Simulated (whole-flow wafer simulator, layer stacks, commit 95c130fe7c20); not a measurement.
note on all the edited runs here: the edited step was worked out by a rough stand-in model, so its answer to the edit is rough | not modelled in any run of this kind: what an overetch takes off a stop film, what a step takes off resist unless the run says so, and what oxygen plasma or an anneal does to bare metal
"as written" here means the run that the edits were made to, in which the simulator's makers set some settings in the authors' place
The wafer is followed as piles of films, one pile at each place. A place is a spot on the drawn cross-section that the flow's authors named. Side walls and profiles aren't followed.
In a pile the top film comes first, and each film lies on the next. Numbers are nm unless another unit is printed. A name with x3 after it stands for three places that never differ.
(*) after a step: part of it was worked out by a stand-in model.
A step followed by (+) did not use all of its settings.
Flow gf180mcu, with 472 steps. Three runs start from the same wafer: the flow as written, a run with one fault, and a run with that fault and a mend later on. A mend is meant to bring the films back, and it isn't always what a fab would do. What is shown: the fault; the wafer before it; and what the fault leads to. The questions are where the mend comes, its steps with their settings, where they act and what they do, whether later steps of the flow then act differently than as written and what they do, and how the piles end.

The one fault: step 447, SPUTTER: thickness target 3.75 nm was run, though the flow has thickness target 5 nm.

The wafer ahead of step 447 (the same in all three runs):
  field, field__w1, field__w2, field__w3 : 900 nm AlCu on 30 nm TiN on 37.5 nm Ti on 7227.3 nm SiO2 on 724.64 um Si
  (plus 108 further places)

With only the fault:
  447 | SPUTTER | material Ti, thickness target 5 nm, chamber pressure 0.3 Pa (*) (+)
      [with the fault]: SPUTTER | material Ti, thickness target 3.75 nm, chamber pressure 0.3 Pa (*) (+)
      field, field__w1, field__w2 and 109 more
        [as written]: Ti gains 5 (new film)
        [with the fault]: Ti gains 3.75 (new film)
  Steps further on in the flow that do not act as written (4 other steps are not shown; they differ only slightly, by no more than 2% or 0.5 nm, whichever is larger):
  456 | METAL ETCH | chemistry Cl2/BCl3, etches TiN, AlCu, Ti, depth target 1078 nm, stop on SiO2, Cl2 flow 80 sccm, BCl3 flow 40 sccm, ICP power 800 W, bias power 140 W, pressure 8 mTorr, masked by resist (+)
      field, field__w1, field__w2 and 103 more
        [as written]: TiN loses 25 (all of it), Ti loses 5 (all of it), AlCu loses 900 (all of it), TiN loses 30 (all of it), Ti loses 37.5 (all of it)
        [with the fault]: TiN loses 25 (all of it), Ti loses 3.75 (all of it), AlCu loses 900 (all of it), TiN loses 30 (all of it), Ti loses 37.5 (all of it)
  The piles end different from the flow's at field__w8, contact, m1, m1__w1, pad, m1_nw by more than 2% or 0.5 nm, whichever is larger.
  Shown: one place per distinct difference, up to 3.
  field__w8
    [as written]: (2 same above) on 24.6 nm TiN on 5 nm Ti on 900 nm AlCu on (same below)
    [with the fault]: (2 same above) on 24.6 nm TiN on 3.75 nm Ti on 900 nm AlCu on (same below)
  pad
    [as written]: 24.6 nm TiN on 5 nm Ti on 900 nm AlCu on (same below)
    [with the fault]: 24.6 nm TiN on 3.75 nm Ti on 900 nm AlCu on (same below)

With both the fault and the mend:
  After step 447 comes the mend.
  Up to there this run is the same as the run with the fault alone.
  447a | SPUTTER | material Ti, thickness target 1.25 nm, chamber pressure 0.3 Pa (*) (+) (a further turn of the flow's step 447, with different settings)
      field, field__w1, field__w2 and 109 more
        Ti gains 1.25
  Later steps of the flow that are run all act as written at every place that is followed.
  The piles end the same as the flow's at every place that both follow.
